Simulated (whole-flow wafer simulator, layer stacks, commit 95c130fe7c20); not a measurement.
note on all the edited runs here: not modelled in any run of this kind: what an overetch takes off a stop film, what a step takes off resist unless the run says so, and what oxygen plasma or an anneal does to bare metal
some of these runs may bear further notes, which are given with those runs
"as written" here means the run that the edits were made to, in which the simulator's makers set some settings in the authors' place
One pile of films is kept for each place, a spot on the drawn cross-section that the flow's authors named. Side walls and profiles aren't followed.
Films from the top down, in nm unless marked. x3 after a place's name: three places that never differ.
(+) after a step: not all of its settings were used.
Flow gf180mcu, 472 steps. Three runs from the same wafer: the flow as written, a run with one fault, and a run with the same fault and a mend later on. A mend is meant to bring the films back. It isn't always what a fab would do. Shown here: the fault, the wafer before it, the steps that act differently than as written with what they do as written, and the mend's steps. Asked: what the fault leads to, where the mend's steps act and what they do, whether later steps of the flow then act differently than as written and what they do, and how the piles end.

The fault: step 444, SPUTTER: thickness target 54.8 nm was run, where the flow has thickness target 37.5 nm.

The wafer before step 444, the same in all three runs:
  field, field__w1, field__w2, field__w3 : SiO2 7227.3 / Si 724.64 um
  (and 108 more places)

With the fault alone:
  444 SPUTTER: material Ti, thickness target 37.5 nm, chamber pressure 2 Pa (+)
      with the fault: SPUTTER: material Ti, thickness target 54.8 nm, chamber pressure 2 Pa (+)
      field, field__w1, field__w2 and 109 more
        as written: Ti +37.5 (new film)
        with the fault: Ti +54.8 (new film)
  Later steps of the flow that act differently than as written (4 more steps differ only slightly, by at most 2% or 0.5 nm, whichever is larger, and aren't shown):
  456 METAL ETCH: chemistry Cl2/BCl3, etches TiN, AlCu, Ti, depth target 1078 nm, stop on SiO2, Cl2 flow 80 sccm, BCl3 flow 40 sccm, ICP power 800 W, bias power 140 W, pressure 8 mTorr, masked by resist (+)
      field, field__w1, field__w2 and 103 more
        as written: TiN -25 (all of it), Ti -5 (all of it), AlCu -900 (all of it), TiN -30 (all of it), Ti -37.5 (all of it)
        with the fault: TiN -25 (all of it), Ti -5 (all of it), AlCu -900 (all of it), TiN -30 (all of it), Ti -54.8 (all of it)
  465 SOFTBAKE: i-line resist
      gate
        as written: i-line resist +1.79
        with the fault: i-line resist -0.22
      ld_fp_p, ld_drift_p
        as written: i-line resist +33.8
        with the fault: i-line resist +27.7
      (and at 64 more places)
  At the end the piles differ from the flow's by more than 2% or 0.5 nm, whichever is larger, at field__w8, contact, m1, m1__w1, pad, m1_nw.
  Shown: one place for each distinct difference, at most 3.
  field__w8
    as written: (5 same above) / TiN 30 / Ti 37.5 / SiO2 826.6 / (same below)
    with the fault: (5 same above) / TiN 30 / Ti 54.8 / SiO2 826.6 / (same below)
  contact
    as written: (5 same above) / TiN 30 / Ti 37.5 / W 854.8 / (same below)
    with the fault: (5 same above) / TiN 30 / Ti 54.8 / W 854.8 / (same below)
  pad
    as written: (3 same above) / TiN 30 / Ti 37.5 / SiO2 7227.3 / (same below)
    with the fault: (3 same above) / TiN 30 / Ti 54.8 / SiO2 7227.3 / (same below)

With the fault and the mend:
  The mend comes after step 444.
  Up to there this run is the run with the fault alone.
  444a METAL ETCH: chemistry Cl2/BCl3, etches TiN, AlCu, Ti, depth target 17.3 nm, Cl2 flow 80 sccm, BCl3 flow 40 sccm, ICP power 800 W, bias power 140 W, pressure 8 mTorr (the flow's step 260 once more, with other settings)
      field, field__w1, field__w2 and 109 more
        Ti -17.3
  No later step of the flow acts differently than as written at any place that is followed.
  At the end the piles are the same as the flow's at every place that both follow.
